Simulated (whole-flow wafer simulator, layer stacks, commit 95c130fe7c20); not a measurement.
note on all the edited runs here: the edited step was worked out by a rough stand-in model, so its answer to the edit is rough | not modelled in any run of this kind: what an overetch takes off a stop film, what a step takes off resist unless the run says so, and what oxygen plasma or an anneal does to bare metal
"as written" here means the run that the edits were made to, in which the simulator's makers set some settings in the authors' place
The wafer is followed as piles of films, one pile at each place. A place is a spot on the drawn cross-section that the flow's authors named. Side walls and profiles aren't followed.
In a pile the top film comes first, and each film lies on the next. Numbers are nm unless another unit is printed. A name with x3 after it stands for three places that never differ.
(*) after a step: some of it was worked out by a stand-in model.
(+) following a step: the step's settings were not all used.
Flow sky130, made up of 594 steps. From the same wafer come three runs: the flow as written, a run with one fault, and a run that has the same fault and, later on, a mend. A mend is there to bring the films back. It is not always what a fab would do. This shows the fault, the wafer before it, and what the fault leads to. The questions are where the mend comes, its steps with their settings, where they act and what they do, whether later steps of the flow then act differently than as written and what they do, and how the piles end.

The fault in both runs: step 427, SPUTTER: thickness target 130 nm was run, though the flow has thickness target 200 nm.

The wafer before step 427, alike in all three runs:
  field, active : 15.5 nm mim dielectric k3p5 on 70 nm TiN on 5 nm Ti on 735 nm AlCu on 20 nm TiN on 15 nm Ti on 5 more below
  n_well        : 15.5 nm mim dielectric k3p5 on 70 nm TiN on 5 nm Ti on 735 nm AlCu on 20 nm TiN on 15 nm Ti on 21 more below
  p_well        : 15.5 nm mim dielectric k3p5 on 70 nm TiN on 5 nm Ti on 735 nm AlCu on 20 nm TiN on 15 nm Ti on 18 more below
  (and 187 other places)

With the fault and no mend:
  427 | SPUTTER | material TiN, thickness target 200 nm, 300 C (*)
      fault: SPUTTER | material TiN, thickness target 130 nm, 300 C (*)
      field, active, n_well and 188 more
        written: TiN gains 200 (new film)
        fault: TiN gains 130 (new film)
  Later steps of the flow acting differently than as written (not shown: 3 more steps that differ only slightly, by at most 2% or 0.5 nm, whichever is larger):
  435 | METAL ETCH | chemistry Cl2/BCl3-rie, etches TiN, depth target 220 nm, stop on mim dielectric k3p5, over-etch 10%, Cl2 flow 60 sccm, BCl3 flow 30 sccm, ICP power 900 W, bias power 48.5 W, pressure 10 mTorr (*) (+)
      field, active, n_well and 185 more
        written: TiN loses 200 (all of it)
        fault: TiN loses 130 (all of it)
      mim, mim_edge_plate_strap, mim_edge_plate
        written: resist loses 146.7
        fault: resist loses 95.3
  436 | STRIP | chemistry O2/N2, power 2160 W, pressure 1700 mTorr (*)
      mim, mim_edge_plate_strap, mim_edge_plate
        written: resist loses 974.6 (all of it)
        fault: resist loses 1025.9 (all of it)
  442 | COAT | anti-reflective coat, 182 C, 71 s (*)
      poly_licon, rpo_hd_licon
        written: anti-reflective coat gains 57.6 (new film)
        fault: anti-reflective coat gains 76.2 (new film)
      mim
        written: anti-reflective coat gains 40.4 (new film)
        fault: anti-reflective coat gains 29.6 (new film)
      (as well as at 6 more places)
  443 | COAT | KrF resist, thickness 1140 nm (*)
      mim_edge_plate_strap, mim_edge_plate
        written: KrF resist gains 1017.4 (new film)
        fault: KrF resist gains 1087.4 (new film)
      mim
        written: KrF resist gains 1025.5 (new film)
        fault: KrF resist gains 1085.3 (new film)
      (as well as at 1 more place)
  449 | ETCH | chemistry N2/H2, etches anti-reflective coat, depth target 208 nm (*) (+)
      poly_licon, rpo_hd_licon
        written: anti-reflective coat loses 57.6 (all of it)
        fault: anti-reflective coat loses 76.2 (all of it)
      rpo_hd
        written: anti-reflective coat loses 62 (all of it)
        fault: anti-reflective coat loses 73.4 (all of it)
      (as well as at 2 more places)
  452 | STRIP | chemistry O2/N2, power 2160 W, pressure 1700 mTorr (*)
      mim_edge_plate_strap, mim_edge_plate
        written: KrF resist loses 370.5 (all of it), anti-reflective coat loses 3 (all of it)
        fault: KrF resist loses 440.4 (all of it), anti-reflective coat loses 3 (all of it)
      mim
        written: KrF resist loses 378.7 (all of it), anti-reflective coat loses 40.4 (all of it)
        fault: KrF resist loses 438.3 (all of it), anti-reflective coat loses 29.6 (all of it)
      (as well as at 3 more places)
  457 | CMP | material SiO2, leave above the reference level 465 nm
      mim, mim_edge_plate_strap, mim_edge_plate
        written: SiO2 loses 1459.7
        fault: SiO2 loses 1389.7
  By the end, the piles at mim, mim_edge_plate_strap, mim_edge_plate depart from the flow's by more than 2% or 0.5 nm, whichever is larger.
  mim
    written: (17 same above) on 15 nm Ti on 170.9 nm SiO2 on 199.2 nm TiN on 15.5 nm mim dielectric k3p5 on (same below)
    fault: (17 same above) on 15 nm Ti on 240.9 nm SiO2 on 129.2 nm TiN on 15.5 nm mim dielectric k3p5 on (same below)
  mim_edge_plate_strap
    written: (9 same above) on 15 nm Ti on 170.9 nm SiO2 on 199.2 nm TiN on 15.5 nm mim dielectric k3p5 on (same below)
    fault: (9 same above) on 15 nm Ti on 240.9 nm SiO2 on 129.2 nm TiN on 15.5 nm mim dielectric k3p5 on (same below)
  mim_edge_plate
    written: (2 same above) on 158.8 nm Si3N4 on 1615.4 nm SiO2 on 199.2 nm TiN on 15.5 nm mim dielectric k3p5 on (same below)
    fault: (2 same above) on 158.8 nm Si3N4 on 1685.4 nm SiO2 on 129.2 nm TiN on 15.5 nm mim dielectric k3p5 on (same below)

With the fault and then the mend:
  After step 434 comes the mend.
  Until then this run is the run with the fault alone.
  434a | STRIP | chemistry O2/N2, power 2160 W, pressure 1700 mTorr (*)
      mim, mim_edge_plate_strap, mim_edge_plate
        resist loses 1121.3 (all of it)
  434b | SPUTTER | material TiN, thickness target 70 nm, 300 C (*) (a further turn of the flow's step 427, with different settings)
      field, active, n_well and 188 more
        TiN gains 70
  434c | HMDS | 120 C, 60 s (a further turn of the flow's step 429)
      leaves every film unchanged at each place that is followed
  434d | COAT | resist, thickness 1140 nm (a further turn of the flow's step 430)
      field, active, n_well and 186 more
        resist gains 1140 (new film)
      m1, via2_hole
        resist gains 1140.6 (new film)
  434e | SOFTBAKE | resist (a further turn of the flow's step 431)
      leaves every film unchanged at each place that is followed
  434f | EXPOSE | photomask CAPM, dose 177.7 mJ/cm2, NA 0.6, wavelength 365 nm (*) (a further turn of the flow's step 432)
      leaves every film unchanged at each place that is followed
  434g | PEB | resist, 70.3 s (a further turn of the flow's step 433)
      field, active, n_well and 188 more
        resist loses 18.7
  434h | DEVELOP | resist, thickness 1140 nm, developer TMAH-0.26N, 60 s (a further turn of the flow's step 434)
      field, active, n_well and 183 more
        resist loses 1121.3 (all of it)
      m1, via2_hole
        resist loses 1121.9 (all of it)
  Every later step of the flow that is run acts as written at every place that is followed.
  At every place that both follow, the piles at the end match the flow's.
